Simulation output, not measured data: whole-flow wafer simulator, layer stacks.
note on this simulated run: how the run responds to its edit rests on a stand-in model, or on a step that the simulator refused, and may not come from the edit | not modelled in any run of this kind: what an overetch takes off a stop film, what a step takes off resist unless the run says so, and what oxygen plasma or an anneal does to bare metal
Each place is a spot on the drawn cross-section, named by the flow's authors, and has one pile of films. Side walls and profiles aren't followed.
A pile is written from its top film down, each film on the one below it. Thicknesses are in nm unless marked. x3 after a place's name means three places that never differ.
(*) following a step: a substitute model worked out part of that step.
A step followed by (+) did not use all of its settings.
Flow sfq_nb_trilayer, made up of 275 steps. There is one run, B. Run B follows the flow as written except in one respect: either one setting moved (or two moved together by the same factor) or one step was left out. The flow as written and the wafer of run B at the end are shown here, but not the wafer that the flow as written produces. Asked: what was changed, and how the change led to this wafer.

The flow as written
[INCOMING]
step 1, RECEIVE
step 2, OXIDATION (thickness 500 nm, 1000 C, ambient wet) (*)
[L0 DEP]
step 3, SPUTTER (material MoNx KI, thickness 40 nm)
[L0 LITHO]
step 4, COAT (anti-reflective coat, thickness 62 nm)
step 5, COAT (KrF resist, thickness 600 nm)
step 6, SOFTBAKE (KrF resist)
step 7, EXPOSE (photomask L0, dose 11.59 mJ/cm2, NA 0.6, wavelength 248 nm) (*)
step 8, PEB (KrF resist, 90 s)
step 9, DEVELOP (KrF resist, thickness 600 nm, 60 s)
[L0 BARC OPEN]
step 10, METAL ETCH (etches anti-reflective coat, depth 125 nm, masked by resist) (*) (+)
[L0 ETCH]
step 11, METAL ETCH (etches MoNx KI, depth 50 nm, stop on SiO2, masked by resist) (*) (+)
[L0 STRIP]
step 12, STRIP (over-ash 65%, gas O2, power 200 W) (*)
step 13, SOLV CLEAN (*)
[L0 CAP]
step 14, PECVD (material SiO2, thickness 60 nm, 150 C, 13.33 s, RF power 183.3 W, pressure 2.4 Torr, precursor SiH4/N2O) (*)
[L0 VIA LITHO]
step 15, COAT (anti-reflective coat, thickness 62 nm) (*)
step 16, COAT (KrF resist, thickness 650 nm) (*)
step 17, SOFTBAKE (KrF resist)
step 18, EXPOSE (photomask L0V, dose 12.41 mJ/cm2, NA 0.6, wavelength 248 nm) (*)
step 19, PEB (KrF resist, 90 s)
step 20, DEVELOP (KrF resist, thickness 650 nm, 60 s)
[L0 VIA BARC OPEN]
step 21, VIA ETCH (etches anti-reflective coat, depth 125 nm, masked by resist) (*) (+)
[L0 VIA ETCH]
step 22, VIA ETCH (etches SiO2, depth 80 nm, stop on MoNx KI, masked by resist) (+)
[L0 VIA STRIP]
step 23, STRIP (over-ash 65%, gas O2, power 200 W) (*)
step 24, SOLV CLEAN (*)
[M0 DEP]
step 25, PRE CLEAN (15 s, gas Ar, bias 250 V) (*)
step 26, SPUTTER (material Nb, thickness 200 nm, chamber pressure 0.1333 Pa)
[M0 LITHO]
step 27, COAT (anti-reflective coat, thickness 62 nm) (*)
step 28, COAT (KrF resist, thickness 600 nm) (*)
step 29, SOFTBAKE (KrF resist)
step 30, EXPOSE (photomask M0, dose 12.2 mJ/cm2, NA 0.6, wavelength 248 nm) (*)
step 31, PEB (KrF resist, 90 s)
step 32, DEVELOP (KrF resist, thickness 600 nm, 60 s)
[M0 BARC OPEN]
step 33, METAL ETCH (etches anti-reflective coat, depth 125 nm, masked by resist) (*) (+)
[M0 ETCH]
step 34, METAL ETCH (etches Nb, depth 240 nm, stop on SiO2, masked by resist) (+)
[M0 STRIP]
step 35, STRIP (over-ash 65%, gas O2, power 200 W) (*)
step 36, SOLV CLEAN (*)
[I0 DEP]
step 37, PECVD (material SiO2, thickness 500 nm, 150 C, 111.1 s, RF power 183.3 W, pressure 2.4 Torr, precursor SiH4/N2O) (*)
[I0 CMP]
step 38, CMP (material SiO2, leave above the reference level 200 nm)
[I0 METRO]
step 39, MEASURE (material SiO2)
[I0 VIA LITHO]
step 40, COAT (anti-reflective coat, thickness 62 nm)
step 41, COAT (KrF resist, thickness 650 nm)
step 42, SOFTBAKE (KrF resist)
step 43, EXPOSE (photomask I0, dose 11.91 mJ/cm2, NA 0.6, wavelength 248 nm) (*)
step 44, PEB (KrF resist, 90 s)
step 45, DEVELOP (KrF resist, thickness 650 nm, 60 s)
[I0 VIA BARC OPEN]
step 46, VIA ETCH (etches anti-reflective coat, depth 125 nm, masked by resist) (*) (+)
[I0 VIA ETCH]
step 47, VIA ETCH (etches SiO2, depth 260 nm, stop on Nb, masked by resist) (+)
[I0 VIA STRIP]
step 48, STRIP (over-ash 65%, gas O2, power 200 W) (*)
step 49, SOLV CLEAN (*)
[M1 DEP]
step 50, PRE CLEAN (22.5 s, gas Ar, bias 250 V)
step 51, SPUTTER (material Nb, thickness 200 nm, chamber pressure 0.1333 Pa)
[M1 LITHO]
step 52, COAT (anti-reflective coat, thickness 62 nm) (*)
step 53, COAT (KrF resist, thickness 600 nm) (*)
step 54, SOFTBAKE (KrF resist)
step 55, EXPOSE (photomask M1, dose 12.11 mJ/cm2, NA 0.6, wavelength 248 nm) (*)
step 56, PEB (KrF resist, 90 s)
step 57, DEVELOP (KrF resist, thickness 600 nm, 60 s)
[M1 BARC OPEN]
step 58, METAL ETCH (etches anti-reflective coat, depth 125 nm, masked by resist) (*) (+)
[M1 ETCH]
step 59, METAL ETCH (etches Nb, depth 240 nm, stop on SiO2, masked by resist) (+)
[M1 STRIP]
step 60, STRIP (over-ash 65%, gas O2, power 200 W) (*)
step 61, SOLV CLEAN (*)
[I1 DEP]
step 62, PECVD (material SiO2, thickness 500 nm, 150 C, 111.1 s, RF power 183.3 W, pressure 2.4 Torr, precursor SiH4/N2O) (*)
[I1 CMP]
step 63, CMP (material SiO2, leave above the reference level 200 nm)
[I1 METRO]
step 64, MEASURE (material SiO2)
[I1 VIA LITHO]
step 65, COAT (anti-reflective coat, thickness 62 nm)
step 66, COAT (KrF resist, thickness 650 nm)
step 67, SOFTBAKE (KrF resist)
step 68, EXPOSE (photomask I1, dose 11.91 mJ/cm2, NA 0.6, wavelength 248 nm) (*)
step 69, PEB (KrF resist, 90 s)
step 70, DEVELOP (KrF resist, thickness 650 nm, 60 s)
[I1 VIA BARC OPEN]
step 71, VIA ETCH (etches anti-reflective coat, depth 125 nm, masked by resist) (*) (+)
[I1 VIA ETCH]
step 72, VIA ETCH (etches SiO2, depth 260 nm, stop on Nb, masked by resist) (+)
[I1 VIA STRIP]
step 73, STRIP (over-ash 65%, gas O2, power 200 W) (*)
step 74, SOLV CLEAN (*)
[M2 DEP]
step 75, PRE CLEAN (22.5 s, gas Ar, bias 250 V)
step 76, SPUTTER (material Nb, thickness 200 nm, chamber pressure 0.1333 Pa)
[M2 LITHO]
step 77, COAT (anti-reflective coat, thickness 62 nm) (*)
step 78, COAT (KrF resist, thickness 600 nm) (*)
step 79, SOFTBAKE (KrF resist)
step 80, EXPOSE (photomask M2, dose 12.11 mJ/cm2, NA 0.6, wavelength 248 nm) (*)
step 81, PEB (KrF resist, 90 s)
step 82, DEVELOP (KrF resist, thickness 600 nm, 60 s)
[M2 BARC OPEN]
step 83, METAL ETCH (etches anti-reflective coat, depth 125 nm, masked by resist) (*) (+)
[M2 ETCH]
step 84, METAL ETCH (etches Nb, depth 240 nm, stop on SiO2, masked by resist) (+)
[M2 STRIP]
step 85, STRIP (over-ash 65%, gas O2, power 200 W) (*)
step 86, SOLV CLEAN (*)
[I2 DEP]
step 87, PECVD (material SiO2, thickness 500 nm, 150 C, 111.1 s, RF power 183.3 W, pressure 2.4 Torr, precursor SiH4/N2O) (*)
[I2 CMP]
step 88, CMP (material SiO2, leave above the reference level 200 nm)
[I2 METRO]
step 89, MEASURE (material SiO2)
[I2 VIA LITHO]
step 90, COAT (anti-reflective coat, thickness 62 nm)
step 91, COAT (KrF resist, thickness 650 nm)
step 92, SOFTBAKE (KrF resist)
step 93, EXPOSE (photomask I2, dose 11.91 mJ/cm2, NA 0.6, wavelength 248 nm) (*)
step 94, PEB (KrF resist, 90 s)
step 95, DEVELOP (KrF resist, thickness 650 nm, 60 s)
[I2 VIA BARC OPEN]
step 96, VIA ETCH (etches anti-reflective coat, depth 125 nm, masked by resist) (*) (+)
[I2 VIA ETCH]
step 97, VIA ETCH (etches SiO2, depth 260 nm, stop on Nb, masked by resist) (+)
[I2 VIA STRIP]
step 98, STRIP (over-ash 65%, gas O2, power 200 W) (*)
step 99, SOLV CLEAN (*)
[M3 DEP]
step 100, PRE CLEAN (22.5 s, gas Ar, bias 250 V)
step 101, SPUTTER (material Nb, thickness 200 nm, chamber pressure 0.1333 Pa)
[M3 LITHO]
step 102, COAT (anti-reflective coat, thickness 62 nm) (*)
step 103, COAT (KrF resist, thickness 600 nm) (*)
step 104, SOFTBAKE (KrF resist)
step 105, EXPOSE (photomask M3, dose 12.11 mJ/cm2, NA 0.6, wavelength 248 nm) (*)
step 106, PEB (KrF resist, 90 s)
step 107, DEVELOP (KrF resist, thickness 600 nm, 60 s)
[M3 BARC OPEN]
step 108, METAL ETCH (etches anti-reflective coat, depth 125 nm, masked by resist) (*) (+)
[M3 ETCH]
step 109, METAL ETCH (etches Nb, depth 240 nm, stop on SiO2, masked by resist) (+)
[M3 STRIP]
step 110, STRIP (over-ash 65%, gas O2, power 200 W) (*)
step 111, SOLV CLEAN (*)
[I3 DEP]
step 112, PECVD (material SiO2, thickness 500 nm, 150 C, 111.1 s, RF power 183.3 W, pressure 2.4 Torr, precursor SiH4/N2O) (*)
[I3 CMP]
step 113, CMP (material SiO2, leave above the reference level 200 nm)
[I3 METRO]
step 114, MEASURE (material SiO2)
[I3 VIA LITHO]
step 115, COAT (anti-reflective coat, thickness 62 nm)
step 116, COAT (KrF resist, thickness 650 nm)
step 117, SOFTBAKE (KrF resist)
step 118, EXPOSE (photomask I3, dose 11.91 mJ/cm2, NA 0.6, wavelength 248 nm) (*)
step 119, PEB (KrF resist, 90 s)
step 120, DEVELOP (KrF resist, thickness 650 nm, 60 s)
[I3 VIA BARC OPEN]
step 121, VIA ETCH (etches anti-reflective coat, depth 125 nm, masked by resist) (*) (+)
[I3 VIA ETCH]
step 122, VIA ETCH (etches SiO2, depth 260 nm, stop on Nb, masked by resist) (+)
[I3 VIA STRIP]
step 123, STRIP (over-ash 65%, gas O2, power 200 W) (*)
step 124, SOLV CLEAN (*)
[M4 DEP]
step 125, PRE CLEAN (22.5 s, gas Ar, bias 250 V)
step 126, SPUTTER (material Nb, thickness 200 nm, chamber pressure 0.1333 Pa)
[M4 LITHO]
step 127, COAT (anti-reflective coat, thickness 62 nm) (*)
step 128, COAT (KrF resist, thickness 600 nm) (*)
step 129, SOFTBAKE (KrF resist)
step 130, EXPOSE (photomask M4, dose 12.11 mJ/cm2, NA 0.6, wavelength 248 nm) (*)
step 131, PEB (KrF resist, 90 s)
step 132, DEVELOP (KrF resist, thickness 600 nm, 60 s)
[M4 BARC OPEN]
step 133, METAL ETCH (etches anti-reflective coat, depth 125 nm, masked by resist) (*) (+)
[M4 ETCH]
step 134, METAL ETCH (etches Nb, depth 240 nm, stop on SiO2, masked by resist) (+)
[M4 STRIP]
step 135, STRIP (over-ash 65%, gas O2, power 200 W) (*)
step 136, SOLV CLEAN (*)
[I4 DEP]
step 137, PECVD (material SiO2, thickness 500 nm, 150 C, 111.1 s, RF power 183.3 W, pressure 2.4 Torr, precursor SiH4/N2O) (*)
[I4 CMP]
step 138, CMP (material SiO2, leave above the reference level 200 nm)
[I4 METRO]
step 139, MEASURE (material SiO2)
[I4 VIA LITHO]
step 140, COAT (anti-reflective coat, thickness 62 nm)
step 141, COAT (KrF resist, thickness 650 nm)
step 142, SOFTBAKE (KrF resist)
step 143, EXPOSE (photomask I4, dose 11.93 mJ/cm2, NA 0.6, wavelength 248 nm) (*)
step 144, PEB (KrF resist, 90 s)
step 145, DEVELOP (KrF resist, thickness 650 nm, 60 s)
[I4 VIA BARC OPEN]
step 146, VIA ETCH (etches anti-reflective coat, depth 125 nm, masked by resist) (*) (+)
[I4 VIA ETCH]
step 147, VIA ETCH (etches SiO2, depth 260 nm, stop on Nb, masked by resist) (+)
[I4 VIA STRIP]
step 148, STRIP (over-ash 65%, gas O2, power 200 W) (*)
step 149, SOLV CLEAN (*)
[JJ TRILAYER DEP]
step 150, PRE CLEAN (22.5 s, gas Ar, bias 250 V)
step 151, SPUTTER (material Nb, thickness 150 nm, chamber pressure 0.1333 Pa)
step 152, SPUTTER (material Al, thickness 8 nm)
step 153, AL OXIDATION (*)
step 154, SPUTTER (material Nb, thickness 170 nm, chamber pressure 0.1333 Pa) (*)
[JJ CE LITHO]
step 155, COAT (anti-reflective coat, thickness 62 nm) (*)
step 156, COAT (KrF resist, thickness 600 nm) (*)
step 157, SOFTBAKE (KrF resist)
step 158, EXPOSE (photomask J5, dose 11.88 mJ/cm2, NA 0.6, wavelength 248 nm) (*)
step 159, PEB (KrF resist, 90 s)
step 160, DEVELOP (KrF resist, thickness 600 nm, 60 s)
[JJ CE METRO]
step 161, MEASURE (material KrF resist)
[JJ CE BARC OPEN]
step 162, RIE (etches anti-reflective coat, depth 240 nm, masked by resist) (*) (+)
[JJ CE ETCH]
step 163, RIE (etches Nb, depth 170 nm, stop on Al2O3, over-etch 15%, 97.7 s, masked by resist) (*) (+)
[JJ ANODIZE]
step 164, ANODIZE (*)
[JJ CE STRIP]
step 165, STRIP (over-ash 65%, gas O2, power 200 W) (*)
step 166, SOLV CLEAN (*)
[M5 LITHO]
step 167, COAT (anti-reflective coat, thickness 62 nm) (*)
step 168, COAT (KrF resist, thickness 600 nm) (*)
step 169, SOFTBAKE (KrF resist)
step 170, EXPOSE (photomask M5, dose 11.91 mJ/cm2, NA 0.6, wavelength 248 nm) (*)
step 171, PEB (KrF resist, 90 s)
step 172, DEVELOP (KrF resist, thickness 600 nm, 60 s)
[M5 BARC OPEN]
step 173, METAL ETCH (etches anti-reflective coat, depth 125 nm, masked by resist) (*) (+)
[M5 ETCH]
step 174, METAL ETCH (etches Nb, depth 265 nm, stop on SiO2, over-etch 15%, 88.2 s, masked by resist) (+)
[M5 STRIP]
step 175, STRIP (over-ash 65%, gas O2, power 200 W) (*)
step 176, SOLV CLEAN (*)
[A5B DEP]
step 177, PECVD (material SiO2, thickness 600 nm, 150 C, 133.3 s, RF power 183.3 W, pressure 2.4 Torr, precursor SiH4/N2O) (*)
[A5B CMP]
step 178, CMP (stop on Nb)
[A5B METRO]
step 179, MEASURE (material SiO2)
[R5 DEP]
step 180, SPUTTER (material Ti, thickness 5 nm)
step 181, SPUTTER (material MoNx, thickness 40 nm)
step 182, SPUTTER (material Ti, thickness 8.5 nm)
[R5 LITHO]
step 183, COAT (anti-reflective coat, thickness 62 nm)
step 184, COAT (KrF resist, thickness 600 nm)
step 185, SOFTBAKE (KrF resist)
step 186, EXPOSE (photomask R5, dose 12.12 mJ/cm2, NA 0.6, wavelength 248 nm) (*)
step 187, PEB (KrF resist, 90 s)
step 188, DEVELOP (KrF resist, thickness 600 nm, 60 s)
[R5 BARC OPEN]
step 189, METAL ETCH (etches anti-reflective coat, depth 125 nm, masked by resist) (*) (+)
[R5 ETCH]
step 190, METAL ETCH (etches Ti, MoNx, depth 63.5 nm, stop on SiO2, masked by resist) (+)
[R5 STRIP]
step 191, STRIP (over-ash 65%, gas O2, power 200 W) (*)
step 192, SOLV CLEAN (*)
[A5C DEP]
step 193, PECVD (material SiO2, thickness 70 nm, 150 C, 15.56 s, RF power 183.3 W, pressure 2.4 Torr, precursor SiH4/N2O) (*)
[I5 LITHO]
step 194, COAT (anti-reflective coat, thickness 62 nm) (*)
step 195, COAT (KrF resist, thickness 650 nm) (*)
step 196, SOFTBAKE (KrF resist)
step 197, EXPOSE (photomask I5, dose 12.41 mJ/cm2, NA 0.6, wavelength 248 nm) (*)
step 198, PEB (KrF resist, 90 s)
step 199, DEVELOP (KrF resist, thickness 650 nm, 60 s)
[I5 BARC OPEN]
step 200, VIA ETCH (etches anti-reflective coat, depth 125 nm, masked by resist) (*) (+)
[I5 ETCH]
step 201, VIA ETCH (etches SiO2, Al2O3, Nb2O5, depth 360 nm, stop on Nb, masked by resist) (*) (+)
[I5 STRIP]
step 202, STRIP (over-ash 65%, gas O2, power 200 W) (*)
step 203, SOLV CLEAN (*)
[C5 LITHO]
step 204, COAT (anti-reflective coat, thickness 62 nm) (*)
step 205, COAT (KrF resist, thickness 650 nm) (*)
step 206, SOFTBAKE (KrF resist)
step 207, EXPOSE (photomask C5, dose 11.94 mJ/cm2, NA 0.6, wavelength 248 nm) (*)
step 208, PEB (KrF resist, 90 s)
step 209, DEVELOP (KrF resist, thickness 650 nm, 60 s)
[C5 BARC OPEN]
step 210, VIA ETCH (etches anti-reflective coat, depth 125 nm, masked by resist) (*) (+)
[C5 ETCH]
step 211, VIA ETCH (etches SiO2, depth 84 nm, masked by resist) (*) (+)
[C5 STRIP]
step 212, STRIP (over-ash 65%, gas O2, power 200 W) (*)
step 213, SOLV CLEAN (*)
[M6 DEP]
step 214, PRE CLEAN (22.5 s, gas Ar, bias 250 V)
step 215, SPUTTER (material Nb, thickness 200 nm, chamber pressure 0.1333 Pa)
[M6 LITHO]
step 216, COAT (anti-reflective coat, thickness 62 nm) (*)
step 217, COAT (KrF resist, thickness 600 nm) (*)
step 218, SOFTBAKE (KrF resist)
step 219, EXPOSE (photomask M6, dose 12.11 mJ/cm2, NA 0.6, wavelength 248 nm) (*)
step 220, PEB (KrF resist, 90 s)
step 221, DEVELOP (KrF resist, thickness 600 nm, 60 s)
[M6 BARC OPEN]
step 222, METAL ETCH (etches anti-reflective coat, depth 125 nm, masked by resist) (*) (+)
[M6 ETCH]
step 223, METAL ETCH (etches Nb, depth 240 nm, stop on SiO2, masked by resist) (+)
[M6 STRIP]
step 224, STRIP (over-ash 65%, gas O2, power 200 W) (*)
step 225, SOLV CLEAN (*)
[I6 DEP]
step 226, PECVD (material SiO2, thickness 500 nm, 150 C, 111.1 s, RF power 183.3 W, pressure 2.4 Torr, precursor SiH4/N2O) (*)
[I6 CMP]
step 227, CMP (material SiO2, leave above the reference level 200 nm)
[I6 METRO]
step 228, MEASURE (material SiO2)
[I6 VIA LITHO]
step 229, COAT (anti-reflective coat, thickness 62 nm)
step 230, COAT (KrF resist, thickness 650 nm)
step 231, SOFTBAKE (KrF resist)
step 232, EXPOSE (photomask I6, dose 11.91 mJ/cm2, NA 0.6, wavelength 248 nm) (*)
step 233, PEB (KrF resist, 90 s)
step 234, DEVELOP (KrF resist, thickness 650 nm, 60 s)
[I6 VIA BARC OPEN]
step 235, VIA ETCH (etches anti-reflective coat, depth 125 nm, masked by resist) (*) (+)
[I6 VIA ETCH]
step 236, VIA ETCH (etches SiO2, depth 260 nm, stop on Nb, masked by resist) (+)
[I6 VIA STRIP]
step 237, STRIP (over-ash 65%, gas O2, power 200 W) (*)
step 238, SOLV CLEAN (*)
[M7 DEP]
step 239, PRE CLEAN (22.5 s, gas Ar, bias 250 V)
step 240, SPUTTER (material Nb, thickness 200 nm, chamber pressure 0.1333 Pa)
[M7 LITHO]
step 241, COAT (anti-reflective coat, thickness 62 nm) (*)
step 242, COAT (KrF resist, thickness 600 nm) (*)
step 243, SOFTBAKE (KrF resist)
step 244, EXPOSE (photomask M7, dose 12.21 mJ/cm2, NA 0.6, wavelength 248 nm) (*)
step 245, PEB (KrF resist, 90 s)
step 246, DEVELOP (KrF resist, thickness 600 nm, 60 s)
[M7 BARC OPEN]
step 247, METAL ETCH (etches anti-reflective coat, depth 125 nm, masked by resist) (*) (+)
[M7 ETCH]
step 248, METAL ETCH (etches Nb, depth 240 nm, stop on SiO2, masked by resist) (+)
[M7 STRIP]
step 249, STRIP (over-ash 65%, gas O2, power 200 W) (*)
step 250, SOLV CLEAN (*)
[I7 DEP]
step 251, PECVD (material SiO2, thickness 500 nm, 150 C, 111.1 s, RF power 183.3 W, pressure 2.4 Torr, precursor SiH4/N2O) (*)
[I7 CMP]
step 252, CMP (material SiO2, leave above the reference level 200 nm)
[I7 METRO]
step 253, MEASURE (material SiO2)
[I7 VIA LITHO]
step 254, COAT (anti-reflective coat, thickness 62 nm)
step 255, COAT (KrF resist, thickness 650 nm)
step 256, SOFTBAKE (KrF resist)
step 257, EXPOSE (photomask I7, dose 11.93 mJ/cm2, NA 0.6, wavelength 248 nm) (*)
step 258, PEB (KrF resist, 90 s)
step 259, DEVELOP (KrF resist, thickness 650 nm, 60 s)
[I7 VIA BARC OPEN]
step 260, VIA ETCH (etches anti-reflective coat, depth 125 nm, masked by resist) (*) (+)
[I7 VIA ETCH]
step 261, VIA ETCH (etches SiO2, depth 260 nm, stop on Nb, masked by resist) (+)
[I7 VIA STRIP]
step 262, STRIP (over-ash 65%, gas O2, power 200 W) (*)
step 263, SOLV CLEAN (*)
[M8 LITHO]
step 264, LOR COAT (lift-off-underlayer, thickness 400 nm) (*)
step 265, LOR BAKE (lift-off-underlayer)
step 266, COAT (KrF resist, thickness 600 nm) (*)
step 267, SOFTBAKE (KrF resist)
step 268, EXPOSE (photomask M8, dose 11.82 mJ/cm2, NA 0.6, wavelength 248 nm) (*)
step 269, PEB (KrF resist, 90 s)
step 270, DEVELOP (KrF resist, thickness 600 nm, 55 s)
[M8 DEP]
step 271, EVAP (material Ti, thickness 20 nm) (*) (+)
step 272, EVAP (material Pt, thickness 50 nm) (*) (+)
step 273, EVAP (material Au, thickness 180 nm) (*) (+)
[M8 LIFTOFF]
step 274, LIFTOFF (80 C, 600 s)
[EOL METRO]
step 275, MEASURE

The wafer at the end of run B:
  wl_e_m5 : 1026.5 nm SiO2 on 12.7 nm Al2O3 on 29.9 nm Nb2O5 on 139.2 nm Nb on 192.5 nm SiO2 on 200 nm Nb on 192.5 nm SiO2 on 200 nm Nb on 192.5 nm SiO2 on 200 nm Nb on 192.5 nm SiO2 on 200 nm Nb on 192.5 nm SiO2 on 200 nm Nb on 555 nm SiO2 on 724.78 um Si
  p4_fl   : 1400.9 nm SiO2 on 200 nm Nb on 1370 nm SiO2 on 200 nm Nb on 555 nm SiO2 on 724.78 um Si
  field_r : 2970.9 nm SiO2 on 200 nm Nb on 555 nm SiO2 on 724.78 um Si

What caused this: step 227, CMP: leave above the reference level 225 nm was run, while the flow as written has leave above the reference level 200 nm.

Step by step, how the change led to this:
  step 227, CMP (material SiO2, leave above the reference level 200 nm)
      field_l, p4_fl, p4_fm and 59 more: SiO2 loses 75 (in the flow as written it would be: SiO2 loses 100)
      v_sur, via_wl, via_w and 15 more: SiO2 loses 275 (in the flow as written it would be: SiO2 loses 300)
      (and at 26 other places as well)
  step 236, VIA ETCH (etches SiO2, depth 260 nm, stop on Nb, masked by resist) (+)
      via_v: SiO2 loses 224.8 (all of it) (in the flow as written it would be: SiO2 loses 199.8 (all of it))
  step 240, SPUTTER (material Nb, thickness 200 nm, chamber pressure 0.1333 Pa)
      via_v: Nb gains 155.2 (in the flow as written it would be: Nb gains 161.1)
  step 241, COAT (anti-reflective coat, thickness 62 nm) (*)
      via_v: anti-reflective coat gains 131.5 (new film) (in the flow as written it would be: anti-reflective coat gains 126 (new film))
  step 242, COAT (KrF resist, thickness 600 nm) (*)
      via_v: KrF resist gains 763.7 (new film) (in the flow as written it would be: KrF resist gains 742.5 (new film))
  step 249, STRIP (over-ash 65%, gas O2, power 200 W) (*)
      via_v: KrF resist loses 545.6 (all of it), anti-reflective coat loses 131.5 (all of it) (in the flow as written it would be: KrF resist loses 524.5 (all of it), anti-reflective coat loses 126 (all of it))
  step 251, PECVD (material SiO2, thickness 500 nm, 150 C, 111.1 s, RF power 183.3 W, pressure 2.4 Torr, precursor SiH4/N2O) (*)
      via_v: SiO2 gains 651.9 (new film) (in the flow as written it would be: SiO2 gains 621 (new film))
